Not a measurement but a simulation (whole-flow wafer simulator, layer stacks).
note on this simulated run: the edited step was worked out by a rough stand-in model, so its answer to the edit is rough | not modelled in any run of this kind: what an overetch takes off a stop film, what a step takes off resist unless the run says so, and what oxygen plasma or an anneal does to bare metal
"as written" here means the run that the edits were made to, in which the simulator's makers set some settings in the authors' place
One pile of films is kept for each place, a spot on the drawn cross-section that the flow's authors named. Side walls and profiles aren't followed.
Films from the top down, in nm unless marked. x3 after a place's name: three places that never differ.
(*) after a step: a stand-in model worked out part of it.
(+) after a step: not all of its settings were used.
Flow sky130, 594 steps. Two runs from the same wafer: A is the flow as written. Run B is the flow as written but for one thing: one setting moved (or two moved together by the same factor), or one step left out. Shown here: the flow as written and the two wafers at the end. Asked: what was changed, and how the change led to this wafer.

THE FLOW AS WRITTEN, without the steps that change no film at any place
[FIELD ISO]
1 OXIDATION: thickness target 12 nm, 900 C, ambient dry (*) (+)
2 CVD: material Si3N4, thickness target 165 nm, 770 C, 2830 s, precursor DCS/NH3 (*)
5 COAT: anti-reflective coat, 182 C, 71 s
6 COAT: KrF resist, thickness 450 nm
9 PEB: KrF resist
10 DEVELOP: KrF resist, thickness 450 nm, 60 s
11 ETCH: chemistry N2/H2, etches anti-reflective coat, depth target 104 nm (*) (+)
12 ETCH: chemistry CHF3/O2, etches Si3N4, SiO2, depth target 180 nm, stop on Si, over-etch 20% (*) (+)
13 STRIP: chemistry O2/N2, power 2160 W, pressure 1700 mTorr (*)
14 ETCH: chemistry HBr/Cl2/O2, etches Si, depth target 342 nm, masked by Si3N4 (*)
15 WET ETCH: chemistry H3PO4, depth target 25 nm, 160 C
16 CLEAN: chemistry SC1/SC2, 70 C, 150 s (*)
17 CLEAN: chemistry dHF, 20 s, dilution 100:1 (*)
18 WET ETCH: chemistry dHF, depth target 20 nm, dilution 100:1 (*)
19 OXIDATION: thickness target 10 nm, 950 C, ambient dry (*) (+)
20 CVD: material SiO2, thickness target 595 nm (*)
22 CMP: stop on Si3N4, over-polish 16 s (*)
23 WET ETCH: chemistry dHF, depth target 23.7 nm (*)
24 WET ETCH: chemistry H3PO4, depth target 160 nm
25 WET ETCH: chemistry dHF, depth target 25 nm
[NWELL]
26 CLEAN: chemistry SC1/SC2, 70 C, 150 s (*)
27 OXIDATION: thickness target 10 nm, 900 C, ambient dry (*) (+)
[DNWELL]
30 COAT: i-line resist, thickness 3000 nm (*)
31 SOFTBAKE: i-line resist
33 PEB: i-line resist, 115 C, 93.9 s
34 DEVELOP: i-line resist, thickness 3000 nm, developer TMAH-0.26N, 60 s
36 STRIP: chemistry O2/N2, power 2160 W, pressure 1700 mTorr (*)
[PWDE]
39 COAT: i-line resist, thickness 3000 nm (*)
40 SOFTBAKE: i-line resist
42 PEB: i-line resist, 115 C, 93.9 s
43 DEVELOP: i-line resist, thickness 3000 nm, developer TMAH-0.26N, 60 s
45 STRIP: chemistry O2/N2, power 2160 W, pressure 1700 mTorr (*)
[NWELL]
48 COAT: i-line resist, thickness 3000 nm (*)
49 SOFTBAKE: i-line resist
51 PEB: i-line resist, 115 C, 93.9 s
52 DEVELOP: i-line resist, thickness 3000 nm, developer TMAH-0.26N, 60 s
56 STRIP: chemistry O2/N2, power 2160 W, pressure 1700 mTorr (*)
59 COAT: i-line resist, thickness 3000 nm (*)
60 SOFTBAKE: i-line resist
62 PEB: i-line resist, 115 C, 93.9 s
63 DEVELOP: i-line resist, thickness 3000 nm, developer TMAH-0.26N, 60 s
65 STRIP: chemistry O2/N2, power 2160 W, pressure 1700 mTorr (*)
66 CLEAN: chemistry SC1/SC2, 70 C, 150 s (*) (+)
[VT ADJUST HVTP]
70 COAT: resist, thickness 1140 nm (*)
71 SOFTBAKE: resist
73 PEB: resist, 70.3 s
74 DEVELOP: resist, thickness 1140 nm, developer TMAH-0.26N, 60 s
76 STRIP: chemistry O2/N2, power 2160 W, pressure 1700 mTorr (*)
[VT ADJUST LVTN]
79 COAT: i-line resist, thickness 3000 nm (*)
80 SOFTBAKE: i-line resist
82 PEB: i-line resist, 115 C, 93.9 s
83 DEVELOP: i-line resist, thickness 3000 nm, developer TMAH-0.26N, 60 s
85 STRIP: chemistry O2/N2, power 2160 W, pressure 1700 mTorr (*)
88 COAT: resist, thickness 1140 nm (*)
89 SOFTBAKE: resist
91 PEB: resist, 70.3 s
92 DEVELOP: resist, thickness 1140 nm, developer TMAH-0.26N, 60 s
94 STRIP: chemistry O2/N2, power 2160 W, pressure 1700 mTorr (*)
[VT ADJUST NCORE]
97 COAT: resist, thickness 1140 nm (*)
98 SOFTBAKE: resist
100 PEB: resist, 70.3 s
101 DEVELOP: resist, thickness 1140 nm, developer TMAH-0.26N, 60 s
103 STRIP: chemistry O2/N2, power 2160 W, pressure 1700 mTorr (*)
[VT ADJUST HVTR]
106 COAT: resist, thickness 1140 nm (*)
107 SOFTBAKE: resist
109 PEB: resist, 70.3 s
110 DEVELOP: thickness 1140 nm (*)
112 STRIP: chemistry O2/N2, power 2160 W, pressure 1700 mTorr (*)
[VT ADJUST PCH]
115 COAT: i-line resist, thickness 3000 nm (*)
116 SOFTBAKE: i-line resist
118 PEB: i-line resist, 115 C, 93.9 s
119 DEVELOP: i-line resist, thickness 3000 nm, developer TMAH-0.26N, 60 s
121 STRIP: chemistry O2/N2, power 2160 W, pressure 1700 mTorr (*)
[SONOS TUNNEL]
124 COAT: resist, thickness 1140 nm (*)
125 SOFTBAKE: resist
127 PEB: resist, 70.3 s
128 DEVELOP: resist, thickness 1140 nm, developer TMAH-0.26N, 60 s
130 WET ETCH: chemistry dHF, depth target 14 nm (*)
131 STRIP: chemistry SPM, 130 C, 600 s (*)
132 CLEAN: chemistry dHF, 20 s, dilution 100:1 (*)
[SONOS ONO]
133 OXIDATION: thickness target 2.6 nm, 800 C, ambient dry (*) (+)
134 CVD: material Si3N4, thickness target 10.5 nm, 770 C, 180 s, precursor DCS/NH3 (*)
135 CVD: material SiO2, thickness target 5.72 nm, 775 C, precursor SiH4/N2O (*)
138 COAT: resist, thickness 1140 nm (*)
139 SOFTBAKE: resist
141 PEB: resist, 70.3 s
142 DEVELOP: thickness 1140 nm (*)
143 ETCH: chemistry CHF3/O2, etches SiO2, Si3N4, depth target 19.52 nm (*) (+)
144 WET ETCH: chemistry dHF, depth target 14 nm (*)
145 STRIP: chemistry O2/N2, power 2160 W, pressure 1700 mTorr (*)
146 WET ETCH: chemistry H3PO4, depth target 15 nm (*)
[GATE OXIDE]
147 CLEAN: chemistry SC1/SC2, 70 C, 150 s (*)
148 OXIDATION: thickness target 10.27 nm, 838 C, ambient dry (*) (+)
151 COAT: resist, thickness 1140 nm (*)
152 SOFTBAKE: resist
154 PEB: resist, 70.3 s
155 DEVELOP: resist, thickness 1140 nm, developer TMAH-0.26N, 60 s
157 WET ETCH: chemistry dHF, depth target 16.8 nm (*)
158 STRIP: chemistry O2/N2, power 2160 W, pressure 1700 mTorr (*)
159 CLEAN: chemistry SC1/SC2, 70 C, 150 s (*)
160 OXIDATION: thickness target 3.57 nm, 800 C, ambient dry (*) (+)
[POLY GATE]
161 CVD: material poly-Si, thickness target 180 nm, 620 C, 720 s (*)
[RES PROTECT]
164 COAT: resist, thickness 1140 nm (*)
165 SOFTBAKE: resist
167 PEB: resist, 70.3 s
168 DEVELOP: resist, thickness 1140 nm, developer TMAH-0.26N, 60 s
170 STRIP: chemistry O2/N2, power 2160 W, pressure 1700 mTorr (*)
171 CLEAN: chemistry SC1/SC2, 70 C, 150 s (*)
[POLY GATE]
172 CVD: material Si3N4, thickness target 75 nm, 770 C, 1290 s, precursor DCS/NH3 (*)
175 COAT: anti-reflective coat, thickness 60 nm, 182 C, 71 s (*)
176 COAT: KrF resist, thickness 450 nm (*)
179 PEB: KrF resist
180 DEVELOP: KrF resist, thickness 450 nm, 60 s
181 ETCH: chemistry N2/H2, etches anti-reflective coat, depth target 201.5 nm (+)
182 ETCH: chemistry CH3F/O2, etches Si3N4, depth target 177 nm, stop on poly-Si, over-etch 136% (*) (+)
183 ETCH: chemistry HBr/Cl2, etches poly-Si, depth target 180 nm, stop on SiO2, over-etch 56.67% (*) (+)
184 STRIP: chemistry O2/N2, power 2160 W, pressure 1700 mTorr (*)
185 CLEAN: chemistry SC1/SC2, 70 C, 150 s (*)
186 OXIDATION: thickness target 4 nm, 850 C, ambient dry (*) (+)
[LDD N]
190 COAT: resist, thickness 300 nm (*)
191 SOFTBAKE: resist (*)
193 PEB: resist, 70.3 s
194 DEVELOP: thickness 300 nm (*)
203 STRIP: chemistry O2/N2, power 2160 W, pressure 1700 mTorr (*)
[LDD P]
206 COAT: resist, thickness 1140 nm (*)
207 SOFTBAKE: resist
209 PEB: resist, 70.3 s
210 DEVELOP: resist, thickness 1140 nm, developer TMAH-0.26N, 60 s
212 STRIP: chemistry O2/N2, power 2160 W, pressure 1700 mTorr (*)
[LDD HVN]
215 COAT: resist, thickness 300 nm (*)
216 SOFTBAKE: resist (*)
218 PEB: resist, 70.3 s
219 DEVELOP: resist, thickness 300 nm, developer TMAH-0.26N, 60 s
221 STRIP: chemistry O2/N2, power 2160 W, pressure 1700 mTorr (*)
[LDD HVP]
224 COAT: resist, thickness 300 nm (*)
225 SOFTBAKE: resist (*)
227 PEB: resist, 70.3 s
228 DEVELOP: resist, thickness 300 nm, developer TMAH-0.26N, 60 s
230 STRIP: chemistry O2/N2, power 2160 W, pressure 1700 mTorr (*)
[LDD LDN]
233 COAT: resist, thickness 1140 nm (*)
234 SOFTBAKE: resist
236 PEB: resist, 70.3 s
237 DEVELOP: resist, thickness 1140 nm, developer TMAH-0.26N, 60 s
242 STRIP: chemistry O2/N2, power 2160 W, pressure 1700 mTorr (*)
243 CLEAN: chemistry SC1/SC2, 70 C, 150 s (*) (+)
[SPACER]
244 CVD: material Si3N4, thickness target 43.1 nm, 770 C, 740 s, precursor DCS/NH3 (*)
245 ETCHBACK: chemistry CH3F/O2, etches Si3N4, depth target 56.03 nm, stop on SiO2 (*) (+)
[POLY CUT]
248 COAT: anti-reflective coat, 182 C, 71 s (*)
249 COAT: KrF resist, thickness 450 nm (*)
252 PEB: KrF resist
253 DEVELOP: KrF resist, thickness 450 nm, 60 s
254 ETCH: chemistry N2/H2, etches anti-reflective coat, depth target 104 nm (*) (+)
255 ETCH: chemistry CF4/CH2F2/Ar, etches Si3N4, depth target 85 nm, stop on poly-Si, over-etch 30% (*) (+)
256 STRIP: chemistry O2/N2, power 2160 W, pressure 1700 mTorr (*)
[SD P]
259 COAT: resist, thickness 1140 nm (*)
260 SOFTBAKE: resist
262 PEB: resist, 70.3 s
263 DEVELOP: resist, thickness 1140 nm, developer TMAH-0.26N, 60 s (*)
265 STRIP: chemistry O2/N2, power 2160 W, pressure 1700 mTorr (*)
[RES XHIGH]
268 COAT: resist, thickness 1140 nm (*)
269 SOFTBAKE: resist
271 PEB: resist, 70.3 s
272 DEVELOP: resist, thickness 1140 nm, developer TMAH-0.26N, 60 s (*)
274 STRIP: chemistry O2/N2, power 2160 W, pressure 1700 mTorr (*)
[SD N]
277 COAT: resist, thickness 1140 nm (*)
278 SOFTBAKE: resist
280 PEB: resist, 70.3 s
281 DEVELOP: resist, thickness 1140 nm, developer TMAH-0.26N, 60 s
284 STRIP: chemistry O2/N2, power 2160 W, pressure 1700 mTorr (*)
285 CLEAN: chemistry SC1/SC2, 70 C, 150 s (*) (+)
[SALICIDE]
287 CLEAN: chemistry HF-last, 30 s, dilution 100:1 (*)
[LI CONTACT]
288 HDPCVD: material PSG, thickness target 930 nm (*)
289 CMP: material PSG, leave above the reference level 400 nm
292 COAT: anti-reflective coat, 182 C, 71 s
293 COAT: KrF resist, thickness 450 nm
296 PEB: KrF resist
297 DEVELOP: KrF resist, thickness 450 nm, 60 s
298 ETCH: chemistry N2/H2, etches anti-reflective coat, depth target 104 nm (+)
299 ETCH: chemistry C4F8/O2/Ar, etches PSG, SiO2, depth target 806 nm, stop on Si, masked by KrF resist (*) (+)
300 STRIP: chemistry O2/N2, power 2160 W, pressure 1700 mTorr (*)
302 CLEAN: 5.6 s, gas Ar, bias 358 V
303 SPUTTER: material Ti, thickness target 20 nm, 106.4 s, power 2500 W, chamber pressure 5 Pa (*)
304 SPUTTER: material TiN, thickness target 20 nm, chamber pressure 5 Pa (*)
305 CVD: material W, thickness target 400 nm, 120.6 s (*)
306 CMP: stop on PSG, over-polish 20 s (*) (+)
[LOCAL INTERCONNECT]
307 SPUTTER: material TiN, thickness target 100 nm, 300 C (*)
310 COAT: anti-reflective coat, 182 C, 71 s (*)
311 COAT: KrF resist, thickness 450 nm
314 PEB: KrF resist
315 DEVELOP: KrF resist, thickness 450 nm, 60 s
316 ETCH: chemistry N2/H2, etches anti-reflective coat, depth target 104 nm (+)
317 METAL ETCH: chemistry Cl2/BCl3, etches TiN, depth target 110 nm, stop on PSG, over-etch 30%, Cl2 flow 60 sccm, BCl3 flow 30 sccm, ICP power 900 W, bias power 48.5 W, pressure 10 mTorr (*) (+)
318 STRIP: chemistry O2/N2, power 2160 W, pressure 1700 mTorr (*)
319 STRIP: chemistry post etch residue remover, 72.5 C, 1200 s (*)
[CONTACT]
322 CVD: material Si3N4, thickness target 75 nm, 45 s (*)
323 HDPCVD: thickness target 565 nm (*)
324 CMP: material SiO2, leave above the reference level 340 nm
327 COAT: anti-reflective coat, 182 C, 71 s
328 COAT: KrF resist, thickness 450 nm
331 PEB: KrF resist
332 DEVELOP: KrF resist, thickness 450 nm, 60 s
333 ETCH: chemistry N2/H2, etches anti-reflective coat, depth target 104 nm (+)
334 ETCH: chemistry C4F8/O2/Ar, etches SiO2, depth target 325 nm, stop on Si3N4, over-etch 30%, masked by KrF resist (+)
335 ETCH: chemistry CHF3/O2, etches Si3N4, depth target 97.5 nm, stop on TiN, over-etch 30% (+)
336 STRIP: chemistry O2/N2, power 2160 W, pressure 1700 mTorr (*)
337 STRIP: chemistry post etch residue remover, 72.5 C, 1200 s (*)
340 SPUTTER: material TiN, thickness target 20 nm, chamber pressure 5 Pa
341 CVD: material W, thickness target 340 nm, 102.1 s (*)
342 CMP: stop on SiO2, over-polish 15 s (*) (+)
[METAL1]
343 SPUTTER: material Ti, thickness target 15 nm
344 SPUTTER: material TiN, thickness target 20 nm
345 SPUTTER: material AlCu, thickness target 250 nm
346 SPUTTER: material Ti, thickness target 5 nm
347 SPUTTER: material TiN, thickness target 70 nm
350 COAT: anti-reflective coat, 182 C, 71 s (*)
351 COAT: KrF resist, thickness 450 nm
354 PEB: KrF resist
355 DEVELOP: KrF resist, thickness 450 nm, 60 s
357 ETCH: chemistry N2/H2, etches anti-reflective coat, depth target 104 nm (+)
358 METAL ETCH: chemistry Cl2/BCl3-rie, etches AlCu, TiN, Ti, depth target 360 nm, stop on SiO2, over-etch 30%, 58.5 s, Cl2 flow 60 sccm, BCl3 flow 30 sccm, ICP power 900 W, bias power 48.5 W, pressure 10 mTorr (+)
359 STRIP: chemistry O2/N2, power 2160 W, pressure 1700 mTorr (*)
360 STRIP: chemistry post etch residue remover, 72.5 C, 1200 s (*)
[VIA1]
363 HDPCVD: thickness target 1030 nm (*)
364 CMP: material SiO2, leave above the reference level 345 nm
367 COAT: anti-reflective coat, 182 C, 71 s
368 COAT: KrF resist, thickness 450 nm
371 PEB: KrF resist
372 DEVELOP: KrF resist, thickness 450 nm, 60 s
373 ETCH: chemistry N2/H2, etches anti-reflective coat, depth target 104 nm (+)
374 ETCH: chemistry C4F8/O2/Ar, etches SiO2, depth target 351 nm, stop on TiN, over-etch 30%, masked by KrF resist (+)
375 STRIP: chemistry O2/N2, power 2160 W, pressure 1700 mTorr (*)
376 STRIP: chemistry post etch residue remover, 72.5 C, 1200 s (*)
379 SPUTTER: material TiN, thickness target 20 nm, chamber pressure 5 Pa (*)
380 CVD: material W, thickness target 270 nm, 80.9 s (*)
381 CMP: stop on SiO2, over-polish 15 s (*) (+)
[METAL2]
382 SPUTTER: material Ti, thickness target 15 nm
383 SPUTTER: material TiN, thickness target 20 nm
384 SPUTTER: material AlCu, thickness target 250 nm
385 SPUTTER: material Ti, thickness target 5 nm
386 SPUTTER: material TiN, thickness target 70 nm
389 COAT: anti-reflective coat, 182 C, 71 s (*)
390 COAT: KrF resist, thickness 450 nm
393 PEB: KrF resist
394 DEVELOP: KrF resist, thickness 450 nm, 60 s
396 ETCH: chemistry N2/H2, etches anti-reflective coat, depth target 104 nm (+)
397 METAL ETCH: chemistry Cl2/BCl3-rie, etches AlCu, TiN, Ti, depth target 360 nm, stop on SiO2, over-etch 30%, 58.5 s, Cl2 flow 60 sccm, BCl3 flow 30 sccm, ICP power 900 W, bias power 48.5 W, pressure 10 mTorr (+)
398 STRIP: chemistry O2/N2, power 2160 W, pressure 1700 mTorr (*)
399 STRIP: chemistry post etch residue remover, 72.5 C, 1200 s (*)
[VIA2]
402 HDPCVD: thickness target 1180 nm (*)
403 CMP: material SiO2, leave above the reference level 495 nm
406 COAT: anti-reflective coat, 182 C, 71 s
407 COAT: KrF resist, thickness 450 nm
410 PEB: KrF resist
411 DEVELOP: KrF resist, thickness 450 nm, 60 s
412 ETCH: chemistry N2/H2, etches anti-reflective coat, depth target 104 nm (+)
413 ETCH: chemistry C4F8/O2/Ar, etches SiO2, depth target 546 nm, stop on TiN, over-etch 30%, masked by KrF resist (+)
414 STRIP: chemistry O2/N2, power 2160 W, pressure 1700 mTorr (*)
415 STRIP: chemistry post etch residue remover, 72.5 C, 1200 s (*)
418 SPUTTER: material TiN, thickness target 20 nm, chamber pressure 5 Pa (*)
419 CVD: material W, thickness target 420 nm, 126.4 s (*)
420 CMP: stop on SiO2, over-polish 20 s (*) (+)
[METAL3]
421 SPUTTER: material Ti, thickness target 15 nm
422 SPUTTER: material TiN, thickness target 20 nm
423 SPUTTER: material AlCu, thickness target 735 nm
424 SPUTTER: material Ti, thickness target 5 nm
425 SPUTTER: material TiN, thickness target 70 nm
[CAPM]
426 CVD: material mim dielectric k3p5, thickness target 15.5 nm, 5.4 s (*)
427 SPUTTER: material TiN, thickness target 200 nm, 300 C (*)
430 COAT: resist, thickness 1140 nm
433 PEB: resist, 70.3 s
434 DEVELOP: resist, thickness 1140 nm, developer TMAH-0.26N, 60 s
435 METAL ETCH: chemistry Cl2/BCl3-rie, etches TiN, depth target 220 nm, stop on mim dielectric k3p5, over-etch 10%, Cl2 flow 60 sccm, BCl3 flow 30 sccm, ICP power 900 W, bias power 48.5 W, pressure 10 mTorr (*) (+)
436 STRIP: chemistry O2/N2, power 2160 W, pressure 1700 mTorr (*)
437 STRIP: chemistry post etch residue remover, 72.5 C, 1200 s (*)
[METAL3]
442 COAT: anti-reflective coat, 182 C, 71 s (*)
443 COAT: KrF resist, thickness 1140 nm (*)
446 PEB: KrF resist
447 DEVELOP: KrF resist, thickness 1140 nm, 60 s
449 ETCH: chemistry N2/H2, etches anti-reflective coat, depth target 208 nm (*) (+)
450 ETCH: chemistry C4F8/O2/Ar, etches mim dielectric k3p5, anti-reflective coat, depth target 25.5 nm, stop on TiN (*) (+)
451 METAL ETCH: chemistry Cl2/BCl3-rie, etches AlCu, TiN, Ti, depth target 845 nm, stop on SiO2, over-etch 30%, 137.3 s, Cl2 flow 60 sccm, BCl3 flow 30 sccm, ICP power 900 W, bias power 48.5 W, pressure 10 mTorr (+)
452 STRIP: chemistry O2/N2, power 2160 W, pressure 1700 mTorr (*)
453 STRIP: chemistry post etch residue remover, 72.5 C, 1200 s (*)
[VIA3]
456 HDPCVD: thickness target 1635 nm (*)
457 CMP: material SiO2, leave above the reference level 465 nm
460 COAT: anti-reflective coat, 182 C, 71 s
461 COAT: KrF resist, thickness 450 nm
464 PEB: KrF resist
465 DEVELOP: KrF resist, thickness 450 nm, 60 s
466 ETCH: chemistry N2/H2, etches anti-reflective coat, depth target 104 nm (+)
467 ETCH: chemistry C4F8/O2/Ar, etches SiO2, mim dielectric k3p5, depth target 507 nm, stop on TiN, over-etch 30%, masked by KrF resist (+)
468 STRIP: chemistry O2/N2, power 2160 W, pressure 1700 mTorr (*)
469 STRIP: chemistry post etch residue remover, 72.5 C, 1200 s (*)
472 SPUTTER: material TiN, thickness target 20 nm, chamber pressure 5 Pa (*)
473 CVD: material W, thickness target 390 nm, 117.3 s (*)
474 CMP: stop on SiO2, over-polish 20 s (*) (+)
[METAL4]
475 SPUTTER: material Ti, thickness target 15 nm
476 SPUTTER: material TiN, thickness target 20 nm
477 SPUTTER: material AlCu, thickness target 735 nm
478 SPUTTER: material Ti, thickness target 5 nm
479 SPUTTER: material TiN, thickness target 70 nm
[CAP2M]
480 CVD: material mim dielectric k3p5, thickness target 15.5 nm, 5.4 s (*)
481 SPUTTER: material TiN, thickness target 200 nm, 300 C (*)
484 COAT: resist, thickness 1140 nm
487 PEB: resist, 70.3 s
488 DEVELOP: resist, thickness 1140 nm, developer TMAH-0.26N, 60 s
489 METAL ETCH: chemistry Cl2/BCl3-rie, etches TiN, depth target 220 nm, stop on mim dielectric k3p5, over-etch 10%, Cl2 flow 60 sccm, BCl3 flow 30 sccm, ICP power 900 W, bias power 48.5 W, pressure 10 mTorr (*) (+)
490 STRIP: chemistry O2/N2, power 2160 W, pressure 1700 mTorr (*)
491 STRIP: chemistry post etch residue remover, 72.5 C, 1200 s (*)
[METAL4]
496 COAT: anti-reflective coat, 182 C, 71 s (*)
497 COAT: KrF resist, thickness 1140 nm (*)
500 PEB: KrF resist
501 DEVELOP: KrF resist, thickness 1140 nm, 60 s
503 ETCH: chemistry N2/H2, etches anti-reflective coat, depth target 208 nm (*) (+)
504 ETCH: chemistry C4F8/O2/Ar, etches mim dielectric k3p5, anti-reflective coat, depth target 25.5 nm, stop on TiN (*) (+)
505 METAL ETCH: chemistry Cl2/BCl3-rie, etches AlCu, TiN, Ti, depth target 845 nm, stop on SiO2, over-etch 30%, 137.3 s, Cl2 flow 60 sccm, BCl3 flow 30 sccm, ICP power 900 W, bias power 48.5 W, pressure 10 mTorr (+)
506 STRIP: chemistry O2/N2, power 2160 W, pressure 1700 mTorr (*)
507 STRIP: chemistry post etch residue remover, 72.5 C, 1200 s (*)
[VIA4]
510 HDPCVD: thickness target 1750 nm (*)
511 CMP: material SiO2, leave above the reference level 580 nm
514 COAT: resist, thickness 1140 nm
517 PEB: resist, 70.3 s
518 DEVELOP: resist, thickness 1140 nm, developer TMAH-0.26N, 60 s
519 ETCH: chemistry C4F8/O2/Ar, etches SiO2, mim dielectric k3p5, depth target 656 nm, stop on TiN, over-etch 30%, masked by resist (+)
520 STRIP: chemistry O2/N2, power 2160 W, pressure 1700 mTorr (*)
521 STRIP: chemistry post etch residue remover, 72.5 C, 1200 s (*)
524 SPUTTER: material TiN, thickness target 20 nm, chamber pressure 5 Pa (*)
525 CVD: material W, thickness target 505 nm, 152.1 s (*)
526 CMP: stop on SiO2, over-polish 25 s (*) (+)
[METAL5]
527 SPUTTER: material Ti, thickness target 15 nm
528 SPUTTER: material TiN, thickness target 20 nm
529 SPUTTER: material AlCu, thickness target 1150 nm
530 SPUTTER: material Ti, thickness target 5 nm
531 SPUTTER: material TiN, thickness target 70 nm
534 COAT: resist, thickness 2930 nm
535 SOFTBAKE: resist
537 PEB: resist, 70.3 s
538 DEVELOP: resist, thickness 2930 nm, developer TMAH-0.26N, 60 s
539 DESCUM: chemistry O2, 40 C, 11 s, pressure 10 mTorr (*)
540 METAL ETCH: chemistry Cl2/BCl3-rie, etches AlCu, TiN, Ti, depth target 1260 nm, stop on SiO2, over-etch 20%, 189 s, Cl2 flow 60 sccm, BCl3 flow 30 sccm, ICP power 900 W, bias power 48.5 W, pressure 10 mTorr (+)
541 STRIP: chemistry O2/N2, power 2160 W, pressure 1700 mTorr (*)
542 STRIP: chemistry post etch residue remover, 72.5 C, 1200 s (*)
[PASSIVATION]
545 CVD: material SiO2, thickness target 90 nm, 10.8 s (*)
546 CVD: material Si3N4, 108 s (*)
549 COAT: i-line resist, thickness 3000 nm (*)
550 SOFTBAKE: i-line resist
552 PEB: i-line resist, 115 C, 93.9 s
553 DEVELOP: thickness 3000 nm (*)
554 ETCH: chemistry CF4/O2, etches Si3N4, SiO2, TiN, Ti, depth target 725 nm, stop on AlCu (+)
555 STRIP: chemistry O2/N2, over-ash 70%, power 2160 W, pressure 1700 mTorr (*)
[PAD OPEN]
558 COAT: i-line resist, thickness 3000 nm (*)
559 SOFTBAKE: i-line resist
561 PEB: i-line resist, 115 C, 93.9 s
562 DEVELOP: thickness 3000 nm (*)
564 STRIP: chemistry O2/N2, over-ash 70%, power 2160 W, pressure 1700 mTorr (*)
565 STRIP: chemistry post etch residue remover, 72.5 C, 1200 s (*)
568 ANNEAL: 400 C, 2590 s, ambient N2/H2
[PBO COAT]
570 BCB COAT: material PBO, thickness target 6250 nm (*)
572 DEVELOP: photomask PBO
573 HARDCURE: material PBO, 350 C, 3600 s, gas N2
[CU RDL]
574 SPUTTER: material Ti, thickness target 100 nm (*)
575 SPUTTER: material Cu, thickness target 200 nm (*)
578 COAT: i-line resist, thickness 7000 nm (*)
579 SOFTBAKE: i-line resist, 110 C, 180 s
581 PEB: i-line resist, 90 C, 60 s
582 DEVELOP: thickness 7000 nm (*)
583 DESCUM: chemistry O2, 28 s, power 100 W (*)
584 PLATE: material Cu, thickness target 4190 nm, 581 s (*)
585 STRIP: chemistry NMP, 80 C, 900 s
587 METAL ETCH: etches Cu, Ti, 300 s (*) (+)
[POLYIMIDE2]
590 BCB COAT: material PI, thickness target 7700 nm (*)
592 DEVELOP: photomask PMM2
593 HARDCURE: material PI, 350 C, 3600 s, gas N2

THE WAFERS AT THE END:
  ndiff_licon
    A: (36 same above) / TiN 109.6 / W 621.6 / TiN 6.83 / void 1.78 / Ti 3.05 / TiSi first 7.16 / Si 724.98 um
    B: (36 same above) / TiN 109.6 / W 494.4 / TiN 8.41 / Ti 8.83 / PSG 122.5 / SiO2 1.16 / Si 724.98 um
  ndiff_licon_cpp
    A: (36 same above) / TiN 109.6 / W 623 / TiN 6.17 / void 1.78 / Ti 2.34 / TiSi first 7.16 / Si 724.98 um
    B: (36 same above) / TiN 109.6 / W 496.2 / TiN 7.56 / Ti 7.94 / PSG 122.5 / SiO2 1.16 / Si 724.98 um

The cause: step 299, ETCH: depth target 516 nm was run, where the flow has depth target 806 nm.

How the change led to this, step by step:
  299 ETCH: chemistry C4F8/O2/Ar, etches PSG, SiO2, depth target 806 nm, stop on Si, masked by KrF resist (*) (+)
      contact, ndiff_licon, ndiff_licon_cpp: A PSG -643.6 (all of it), SiO2 -1.16 (all of it) | B PSG -516
      field, active, n_well and 184 more: A KrF resist -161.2 | B KrF resist -103.2
  300 STRIP: chemistry O2/N2, power 2160 W, pressure 1700 mTorr (*)
      contact, ndiff_licon, ndiff_licon_cpp: A chemical SiO2 +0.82 (new film), Si -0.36 | B nothing
      field, active, n_well and 184 more: A KrF resist -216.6 (all of it), anti-reflective coat -80 (all of it) | B KrF resist -274.6 (all of it), anti-reflective coat -80 (all of it)
  302 CLEAN: 5.6 s, gas Ar, bias 358 V
      contact, ndiff_licon, ndiff_licon_cpp: A chemical SiO2 -0.82 (all of it) | B PSG -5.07
  303 SPUTTER: material Ti, thickness target 20 nm, 106.4 s, power 2500 W, chamber pressure 5 Pa (*)
      ndiff_licon: A Ti +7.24 (new film) | B Ti +8.83 (new film)
      ndiff_licon_cpp: A Ti +6.53 (new film) | B Ti +7.94 (new film)
  304 SPUTTER: material TiN, thickness target 20 nm, chamber pressure 5 Pa (*)
      ndiff_licon: A TiN +6.83 (new film) | B TiN +8.41 (new film)
      ndiff_licon_cpp: A TiN +6.17 (new film) | B TiN +7.56 (new film)
  305 CVD: material W, thickness target 400 nm, 120.6 s (*)
      ndiff_licon: A W +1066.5 (new film) | B W +939.4 (new film)
      ndiff_licon_cpp: A W +1067.9 (new film) | B W +941.1 (new film)
  568 ANNEAL: 400 C, 2590 s, ambient N2/H2
      ndiff_licon, ndiff_licon_cpp: A under 37 films: void +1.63 (new film), Ti -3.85, TiSi first +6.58 (new film), Si -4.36 | B nothing
Counting metal films that touch as one body, ndiff_licon has 5 bodies (between them, from the top down: SiO2 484 / mim dielectric k3p5 15.5; SiO2 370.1 / mim dielectric k3p5 15.5; SiO2 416; SiO2 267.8); the flow as written gives 6 bodies (between them, from the top down: SiO2 484 / mim dielectric k3p5 15.5; SiO2 370.1 / mim dielectric k3p5 15.5; SiO2 416; SiO2 267.8; void 1.78).
Counting metal films that touch as one body, ndiff_licon_cpp has 5 bodies (between them, from the top down: SiO2 484 / mim dielectric k3p5 15.5; SiO2 370.1 / mim dielectric k3p5 15.5; SiO2 416; SiO2 267.8); the flow as written gives 6 bodies (between them, from the top down: SiO2 484 / mim dielectric k3p5 15.5; SiO2 370.1 / mim dielectric k3p5 15.5; SiO2 416; SiO2 267.8; void 1.78).
